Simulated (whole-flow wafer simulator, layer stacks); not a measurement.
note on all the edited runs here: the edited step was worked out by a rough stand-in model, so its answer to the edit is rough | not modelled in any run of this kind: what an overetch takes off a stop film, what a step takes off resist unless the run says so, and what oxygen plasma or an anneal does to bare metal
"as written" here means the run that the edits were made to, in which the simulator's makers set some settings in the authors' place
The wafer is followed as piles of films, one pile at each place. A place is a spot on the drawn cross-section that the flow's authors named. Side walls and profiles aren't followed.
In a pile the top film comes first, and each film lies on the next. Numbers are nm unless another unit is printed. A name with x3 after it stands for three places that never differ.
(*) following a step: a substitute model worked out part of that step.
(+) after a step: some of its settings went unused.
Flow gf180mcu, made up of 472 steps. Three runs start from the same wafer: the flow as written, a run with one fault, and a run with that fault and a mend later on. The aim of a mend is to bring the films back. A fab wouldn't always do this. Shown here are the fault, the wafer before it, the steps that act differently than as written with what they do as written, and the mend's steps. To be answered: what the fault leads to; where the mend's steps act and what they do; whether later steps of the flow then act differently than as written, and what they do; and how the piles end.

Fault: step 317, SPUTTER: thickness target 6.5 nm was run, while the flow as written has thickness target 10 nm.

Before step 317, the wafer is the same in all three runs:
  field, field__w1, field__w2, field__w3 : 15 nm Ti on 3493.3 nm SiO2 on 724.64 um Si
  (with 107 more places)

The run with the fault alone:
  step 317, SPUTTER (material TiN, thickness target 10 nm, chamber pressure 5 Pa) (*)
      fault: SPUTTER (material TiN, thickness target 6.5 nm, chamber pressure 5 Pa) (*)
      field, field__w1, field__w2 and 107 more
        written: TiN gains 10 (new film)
        fault: TiN gains 6.5 (new film)
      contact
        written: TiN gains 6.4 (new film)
        fault: TiN gains 4.17 (new film)
  Later steps of the flow acting differently than as written (not shown: 1 more step that differs only slightly, by at most 2% or 0.5 nm, whichever is larger):
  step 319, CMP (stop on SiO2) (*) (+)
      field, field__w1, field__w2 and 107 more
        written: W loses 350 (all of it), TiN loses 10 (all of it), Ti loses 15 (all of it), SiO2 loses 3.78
        fault: W loses 350 (all of it), TiN loses 6.5 (all of it), Ti loses 15 (all of it), SiO2 loses 3.75
  The piles end different from the flow's at contact by more than 2% or 0.5 nm, whichever is larger.
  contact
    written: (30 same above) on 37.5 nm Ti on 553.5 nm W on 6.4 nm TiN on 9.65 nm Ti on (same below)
    fault: (30 same above) on 37.5 nm Ti on 555.8 nm W on 4.17 nm TiN on 9.65 nm Ti on (same below)

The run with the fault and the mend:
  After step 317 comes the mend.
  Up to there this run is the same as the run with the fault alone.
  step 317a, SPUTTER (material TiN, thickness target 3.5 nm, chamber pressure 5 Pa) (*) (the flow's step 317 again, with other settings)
      field, field__w1, field__w2 and 107 more
        TiN gains 3.5
      contact
        TiN gains 2.24
  Later steps of the flow that are run all act as written at every place that is followed.
  At every place that both follow, the piles at the end match the flow's.
